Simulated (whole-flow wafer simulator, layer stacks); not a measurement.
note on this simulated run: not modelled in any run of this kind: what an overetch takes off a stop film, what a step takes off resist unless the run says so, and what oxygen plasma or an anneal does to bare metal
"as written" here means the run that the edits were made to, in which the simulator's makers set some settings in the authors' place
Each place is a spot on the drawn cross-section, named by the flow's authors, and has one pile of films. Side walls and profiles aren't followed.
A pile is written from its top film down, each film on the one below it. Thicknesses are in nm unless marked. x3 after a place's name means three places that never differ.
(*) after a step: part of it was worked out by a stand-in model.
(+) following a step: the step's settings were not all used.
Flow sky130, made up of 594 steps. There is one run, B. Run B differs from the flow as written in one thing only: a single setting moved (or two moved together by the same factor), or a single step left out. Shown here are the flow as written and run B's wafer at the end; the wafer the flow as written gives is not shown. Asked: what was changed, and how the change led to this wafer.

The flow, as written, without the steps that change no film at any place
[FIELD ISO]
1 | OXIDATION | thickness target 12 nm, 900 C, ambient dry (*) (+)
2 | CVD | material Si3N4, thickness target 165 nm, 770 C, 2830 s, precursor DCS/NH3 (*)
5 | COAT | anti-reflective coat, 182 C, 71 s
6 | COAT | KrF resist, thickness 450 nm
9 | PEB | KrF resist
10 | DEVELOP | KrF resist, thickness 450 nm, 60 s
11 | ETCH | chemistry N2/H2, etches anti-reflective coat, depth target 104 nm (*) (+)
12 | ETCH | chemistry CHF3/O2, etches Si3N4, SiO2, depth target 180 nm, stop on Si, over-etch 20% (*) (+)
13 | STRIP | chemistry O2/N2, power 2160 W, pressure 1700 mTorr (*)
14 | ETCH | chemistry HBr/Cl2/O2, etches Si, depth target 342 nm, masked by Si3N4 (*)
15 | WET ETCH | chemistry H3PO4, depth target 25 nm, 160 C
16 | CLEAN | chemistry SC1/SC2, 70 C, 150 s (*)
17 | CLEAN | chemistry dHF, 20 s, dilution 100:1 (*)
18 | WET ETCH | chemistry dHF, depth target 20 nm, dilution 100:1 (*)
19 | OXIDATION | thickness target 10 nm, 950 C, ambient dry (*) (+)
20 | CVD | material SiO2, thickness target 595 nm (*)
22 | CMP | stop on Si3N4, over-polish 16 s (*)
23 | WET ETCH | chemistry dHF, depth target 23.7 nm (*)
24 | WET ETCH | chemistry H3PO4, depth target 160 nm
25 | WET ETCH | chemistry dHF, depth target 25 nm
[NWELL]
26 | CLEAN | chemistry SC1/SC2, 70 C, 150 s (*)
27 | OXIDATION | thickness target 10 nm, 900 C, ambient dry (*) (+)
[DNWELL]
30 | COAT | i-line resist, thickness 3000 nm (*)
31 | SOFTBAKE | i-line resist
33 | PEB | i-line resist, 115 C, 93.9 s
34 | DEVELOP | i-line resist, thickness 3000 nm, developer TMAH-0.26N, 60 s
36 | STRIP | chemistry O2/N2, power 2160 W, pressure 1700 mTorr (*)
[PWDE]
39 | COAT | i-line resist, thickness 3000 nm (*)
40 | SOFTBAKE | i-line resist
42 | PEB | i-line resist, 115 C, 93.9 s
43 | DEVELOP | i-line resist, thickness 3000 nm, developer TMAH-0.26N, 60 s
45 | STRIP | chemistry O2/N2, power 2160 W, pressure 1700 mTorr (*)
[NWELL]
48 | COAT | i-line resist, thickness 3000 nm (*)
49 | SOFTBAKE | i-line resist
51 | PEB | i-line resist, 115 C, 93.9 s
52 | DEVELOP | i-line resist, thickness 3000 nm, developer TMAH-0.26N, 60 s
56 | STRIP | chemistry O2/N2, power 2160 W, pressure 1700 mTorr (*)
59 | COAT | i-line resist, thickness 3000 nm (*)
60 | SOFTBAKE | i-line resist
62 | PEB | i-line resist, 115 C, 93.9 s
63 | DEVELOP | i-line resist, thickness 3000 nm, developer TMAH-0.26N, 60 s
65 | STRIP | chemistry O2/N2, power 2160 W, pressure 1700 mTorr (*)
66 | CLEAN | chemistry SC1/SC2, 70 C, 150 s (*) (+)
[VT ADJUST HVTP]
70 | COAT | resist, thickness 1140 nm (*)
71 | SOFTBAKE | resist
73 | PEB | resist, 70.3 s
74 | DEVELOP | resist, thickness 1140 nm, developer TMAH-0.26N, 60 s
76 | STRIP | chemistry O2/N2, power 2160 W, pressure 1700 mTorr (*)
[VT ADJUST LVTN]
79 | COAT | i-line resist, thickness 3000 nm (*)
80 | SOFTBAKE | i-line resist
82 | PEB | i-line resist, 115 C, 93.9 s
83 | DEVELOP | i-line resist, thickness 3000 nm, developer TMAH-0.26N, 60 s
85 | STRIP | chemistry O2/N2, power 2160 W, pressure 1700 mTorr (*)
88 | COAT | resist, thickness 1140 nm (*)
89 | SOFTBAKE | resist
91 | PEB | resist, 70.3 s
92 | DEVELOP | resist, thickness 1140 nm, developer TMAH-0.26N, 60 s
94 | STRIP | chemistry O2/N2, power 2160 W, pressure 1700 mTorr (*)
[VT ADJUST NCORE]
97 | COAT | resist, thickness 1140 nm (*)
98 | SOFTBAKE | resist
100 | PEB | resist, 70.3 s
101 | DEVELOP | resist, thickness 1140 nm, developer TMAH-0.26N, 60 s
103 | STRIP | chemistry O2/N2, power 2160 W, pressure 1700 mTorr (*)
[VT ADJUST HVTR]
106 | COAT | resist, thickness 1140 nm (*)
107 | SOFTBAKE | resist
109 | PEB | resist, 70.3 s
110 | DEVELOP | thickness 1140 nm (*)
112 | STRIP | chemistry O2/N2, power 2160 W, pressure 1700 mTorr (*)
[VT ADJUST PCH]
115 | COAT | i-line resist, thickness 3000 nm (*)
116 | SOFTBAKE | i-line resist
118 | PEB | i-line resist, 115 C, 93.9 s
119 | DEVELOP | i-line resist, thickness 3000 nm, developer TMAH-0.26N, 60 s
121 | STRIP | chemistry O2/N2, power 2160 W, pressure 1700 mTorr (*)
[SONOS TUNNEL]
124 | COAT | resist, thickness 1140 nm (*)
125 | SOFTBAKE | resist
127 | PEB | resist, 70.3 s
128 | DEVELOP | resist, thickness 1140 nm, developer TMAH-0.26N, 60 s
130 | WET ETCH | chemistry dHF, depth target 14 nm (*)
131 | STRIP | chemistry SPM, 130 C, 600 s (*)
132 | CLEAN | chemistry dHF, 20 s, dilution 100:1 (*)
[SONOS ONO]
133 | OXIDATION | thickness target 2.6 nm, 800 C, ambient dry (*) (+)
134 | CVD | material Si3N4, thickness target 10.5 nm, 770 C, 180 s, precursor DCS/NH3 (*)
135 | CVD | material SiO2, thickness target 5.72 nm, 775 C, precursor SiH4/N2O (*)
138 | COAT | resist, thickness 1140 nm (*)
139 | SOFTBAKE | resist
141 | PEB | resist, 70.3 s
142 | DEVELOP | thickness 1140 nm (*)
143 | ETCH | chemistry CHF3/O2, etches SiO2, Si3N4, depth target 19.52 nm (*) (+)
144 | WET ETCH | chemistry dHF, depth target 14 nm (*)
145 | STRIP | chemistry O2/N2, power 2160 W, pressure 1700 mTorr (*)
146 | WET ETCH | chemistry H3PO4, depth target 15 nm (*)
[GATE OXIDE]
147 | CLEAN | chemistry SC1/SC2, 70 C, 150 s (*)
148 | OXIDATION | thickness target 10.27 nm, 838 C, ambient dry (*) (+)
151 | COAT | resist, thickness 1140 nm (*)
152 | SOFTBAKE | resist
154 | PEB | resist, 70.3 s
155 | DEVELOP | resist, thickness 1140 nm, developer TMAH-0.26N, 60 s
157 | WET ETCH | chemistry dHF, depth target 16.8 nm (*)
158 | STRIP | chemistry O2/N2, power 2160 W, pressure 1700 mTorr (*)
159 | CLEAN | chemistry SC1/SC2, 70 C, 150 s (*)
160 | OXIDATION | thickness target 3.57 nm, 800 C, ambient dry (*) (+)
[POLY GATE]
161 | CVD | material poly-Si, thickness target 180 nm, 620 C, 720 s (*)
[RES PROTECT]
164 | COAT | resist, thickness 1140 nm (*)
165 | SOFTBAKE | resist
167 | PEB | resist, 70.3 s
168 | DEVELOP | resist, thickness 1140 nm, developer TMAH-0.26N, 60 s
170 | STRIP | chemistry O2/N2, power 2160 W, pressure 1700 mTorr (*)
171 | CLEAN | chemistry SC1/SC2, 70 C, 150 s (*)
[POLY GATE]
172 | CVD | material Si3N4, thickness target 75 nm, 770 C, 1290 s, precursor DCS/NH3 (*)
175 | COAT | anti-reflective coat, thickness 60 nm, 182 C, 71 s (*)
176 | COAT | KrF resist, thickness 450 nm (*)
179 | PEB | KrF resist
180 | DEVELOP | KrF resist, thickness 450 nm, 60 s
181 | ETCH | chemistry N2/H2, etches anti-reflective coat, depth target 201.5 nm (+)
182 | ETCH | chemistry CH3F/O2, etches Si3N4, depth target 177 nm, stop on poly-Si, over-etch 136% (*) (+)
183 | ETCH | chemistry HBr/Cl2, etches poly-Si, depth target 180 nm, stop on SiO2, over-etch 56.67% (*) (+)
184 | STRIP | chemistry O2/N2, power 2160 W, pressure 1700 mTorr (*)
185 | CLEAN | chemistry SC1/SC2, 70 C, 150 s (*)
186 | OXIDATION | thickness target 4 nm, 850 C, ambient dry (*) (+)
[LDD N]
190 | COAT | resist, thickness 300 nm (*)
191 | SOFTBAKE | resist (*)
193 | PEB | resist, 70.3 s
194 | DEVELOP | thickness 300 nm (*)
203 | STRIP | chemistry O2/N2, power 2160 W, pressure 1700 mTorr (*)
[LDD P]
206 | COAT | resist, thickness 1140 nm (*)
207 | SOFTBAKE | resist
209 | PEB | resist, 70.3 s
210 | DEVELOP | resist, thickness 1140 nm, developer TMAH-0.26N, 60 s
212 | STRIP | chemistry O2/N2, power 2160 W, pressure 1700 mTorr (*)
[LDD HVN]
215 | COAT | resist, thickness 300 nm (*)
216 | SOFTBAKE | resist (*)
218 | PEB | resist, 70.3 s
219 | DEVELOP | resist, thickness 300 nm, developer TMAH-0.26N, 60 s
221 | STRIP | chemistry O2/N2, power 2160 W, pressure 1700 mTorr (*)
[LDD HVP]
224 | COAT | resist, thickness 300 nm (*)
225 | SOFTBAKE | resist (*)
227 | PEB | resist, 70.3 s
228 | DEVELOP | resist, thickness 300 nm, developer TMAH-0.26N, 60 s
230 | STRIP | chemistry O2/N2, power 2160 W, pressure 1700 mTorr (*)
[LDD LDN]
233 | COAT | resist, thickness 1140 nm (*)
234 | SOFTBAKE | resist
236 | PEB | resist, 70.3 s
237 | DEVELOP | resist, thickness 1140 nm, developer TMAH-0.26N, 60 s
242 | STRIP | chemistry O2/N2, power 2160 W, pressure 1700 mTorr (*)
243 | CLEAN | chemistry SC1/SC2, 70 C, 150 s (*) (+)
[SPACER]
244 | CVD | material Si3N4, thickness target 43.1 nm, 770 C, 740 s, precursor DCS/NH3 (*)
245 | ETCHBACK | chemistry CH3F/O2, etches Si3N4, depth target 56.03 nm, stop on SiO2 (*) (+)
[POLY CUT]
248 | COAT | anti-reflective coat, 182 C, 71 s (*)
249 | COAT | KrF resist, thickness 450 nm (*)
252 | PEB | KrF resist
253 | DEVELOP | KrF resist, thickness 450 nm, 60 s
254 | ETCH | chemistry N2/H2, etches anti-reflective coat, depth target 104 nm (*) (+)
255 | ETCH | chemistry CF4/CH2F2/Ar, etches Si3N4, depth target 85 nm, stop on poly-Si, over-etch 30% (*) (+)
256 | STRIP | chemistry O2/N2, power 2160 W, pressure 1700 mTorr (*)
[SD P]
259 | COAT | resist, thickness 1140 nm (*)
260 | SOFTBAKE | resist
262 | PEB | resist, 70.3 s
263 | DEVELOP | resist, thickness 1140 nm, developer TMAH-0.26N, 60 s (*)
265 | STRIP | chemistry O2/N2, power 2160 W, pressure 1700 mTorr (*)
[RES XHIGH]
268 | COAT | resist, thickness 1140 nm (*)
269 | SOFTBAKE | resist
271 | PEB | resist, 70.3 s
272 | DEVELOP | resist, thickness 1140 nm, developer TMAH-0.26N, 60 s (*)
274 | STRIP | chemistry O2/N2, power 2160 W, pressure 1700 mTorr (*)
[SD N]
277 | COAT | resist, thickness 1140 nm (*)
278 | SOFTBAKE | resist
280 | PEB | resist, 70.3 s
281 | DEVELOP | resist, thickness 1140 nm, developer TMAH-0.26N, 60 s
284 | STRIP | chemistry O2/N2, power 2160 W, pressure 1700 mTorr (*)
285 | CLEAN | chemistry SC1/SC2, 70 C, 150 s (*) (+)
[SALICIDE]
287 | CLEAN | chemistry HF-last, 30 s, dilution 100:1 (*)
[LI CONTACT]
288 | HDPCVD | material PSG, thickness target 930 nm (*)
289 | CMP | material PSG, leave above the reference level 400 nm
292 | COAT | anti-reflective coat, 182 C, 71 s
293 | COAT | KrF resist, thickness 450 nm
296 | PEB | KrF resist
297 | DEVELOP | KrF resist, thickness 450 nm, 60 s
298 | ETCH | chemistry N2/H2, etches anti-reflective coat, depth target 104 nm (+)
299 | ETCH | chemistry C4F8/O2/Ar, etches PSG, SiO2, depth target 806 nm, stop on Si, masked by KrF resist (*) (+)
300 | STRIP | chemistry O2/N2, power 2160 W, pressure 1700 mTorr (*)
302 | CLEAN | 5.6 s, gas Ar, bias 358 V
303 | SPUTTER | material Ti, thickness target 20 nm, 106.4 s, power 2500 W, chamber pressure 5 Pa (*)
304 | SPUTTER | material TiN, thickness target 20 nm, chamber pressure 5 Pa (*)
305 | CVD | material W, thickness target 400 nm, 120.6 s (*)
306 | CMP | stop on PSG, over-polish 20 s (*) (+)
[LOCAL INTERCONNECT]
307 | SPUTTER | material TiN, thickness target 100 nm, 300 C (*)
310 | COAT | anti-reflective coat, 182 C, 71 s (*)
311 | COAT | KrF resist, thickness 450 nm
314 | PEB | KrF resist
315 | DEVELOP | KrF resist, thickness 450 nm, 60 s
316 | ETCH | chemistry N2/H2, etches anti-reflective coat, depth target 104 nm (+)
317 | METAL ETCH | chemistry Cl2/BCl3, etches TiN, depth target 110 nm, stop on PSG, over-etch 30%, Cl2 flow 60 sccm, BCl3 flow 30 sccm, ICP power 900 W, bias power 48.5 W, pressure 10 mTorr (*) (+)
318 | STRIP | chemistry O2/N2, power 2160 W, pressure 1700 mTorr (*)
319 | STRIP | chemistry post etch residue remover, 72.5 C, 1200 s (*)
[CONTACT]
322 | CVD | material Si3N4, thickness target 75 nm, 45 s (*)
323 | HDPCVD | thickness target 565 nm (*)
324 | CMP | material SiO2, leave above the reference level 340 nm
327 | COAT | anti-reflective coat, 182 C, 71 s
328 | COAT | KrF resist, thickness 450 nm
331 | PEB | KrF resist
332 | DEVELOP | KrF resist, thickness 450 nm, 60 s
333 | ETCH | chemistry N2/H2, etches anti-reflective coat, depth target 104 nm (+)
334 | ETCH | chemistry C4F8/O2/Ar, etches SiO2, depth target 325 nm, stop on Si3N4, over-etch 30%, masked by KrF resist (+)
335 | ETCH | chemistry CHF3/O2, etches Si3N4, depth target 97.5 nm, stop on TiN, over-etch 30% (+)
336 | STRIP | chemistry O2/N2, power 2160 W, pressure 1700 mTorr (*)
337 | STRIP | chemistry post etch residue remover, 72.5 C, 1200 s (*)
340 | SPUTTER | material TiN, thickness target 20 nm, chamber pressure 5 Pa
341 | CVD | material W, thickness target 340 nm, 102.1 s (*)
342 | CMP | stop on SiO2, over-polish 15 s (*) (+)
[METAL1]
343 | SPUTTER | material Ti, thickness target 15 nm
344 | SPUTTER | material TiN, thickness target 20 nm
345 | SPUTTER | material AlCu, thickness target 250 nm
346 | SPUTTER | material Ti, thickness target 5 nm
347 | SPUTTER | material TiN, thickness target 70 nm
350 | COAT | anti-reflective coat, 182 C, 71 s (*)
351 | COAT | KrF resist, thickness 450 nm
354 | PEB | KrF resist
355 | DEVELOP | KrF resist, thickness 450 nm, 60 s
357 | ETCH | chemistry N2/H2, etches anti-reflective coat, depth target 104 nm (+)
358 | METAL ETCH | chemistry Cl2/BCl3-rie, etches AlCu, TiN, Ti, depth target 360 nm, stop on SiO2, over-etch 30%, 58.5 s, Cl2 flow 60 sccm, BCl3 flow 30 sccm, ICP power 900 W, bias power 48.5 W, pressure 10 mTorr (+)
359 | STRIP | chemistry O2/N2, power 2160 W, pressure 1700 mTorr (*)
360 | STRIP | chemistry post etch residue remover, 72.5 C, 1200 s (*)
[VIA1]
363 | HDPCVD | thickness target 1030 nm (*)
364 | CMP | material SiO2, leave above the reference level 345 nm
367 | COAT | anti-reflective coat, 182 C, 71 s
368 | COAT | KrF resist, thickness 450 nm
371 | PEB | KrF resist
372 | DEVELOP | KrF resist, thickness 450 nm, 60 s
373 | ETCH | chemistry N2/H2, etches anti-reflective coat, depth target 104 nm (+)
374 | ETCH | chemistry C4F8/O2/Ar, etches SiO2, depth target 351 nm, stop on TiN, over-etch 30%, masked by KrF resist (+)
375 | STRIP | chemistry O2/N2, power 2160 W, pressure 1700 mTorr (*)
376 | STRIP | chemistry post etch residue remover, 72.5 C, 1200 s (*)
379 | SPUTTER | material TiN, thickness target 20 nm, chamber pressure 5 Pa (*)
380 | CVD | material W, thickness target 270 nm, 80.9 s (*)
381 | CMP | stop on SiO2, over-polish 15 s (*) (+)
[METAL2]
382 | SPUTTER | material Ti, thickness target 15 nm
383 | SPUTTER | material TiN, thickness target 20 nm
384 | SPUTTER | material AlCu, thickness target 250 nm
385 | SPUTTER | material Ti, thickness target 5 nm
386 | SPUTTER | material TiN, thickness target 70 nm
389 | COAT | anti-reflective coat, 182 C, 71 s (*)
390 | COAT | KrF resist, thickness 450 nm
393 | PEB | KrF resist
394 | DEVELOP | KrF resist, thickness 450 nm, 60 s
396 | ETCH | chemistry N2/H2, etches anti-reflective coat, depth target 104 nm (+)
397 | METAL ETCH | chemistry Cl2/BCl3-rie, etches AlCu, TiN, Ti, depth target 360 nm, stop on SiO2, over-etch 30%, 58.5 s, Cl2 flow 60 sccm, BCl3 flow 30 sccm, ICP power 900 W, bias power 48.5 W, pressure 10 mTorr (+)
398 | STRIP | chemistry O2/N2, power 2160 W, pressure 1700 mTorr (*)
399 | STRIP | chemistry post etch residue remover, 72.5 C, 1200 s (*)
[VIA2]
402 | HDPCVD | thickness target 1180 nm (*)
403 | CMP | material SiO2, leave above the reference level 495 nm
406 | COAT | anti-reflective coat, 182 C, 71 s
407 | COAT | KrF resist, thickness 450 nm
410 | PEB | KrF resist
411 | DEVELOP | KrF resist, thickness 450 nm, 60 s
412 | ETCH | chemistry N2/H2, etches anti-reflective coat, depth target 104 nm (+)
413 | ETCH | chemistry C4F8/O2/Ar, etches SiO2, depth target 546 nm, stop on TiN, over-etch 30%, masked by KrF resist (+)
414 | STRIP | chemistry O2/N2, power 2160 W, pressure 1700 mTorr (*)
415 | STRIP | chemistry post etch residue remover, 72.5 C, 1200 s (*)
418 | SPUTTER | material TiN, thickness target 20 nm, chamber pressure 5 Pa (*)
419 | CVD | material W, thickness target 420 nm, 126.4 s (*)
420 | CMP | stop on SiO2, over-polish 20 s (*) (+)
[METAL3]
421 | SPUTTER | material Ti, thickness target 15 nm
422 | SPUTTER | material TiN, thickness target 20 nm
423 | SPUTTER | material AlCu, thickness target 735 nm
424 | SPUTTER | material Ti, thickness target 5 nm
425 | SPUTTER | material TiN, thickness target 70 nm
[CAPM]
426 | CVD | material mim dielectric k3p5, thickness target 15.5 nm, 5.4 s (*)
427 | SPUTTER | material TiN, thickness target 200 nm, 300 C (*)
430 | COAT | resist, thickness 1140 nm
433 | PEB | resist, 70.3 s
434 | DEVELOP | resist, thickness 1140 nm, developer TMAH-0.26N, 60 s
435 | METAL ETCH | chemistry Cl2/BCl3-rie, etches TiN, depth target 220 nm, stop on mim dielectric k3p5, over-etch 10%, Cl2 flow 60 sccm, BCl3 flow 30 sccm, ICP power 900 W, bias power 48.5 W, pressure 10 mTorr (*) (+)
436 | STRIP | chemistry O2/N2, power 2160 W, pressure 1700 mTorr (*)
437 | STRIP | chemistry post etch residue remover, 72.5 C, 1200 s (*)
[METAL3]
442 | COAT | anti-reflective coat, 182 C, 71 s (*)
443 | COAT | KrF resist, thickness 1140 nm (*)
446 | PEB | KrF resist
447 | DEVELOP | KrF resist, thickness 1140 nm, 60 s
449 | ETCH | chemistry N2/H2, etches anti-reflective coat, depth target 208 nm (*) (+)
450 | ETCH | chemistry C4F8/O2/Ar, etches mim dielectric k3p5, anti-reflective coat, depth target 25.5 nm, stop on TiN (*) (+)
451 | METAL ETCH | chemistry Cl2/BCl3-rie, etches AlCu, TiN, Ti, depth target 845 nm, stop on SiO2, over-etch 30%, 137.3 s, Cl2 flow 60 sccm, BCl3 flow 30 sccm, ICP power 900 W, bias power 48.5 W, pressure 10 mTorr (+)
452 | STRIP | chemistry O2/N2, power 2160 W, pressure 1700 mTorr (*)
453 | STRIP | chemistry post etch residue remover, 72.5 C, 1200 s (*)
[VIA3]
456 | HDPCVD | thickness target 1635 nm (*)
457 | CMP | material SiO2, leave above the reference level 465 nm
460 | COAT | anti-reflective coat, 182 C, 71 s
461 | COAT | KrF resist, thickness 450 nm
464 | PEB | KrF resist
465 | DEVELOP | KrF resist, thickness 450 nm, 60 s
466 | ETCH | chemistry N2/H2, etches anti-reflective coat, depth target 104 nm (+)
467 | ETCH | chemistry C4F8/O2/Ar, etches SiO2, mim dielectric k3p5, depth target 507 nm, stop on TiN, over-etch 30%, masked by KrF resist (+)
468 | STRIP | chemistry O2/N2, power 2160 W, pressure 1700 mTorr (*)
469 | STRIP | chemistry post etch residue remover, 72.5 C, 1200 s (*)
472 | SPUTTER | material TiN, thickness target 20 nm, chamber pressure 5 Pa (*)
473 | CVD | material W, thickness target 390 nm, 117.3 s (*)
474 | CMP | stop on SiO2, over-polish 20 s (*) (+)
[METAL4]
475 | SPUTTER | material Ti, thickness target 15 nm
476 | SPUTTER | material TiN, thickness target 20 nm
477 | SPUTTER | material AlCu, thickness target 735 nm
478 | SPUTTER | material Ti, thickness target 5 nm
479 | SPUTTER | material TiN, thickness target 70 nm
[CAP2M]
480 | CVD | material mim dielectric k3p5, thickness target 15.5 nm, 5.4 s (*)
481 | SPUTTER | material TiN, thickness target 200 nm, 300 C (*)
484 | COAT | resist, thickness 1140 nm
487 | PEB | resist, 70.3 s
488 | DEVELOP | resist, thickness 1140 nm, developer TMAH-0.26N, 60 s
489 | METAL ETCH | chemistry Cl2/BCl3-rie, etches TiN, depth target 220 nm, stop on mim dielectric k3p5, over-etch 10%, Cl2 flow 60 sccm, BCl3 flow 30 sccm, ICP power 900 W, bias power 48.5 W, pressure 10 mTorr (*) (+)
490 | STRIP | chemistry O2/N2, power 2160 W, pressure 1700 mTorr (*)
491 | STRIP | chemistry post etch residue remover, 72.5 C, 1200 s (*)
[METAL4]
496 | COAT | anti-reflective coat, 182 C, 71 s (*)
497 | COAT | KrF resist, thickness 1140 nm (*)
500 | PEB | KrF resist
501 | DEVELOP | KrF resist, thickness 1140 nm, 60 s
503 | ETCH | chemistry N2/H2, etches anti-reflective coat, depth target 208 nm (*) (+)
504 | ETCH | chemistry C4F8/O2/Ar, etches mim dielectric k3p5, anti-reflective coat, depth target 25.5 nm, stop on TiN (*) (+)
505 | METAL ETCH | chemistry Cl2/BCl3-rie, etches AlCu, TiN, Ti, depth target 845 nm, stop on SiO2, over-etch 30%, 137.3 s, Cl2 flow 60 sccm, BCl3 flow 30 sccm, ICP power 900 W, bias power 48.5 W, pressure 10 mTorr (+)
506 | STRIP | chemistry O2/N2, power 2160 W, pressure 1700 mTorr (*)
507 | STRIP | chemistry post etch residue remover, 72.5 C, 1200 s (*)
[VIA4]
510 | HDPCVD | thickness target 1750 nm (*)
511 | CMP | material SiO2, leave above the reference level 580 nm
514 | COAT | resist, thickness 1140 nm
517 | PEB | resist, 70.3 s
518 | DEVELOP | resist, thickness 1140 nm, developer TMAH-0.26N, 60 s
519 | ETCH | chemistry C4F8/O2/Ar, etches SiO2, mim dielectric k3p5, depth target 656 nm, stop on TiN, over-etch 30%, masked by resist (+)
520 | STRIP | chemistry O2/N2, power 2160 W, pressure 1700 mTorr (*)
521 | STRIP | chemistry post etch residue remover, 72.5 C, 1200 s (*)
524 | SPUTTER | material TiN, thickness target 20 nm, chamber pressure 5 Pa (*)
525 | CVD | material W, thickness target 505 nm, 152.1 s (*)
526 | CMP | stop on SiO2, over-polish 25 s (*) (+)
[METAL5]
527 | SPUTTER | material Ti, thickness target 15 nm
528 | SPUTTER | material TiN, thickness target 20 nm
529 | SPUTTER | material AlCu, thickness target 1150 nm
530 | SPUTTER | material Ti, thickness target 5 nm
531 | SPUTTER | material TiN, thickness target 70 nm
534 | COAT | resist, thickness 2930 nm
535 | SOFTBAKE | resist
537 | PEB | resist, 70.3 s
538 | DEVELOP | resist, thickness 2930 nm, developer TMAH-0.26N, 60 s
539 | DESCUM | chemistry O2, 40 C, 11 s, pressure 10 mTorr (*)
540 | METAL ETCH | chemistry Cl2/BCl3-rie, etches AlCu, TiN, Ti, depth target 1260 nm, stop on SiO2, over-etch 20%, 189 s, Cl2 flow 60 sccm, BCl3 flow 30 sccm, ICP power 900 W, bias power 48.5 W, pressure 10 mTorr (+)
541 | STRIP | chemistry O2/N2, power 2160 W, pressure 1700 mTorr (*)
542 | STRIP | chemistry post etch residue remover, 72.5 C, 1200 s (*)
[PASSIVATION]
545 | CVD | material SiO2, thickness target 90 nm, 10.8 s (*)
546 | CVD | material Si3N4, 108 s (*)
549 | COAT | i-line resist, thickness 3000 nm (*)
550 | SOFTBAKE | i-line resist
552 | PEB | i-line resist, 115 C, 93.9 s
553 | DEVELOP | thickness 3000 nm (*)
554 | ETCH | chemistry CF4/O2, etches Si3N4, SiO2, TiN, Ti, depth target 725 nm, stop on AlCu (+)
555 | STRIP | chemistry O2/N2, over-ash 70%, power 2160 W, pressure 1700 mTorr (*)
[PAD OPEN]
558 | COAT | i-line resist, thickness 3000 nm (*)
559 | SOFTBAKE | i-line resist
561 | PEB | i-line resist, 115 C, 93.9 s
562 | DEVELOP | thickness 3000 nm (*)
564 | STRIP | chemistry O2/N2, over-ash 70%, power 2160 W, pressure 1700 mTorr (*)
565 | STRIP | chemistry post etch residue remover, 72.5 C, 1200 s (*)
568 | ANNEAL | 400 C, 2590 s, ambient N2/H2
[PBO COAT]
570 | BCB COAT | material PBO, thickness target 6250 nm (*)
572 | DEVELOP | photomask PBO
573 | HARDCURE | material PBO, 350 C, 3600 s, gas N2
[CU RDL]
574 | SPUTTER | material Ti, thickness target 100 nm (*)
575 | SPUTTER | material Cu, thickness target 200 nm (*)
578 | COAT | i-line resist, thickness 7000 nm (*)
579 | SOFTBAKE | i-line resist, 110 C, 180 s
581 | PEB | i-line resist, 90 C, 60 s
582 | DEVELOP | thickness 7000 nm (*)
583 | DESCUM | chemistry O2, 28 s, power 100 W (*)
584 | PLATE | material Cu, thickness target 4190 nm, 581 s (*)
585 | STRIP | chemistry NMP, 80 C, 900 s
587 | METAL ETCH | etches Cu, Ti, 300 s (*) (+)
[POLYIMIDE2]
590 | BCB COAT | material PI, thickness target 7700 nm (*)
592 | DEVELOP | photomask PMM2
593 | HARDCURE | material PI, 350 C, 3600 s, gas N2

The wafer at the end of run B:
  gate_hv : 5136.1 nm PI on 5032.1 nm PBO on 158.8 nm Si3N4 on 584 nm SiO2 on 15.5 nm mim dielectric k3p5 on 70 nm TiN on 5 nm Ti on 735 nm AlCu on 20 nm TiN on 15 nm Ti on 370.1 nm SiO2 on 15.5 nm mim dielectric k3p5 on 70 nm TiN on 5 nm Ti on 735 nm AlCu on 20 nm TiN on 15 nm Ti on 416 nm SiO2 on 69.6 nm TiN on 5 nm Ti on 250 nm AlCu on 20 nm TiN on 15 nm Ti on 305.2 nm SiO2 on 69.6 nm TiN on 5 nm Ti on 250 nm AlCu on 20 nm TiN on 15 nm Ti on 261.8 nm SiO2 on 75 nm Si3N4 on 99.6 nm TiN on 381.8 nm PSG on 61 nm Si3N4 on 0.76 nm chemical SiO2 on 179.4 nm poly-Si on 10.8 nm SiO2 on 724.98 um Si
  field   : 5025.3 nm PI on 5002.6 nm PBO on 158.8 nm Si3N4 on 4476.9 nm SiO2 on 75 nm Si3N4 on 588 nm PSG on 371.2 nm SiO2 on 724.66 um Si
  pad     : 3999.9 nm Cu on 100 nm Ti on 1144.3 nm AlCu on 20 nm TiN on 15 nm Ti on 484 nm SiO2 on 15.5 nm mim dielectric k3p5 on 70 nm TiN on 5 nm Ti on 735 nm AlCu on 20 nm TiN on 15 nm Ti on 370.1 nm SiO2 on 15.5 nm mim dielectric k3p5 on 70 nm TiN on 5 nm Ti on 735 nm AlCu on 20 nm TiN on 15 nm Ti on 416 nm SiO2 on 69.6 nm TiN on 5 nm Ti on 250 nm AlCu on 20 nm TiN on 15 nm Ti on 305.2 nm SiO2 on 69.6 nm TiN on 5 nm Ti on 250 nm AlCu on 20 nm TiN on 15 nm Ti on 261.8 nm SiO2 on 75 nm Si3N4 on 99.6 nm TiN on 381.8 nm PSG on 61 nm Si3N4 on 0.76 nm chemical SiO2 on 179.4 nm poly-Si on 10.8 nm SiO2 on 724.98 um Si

Cause: step 364, CMP: leave above the reference level 383 nm was run, though the flow has leave above the reference level 345 nm.

Step by step, how the change led to this:
  364 | CMP | material SiO2, leave above the reference level 345 nm
      n_well, p_well, gate_hv and 100 more: SiO2 loses 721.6 (it would be, as written: SiO2 loses 759.6)
      field, active, gate and 81 more: SiO2 loses 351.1 (it would be, as written: SiO2 loses 389.1)
      (also at 4 further places)
  374 | ETCH | chemistry C4F8/O2/Ar, etches SiO2, depth target 351 nm, stop on TiN, over-etch 30%, masked by KrF resist (+)
      m1, via1_hole: SiO2 loses 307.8 (all of it) (it would be, as written: SiO2 loses 269.8 (all of it))
  379 | SPUTTER | material TiN, thickness target 20 nm, chamber pressure 5 Pa (*)
      m1: TiN gains 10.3 (it would be, as written: TiN gains 11)
      via1_hole: TiN gains 10.3 (it would be, as written: TiN gains 10.9)
  380 | CVD | material W, thickness target 270 nm, 80.9 s (*)
      m1, via1_hole: W gains 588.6 (new film) (it would be, as written: W gains 549.9 (new film))
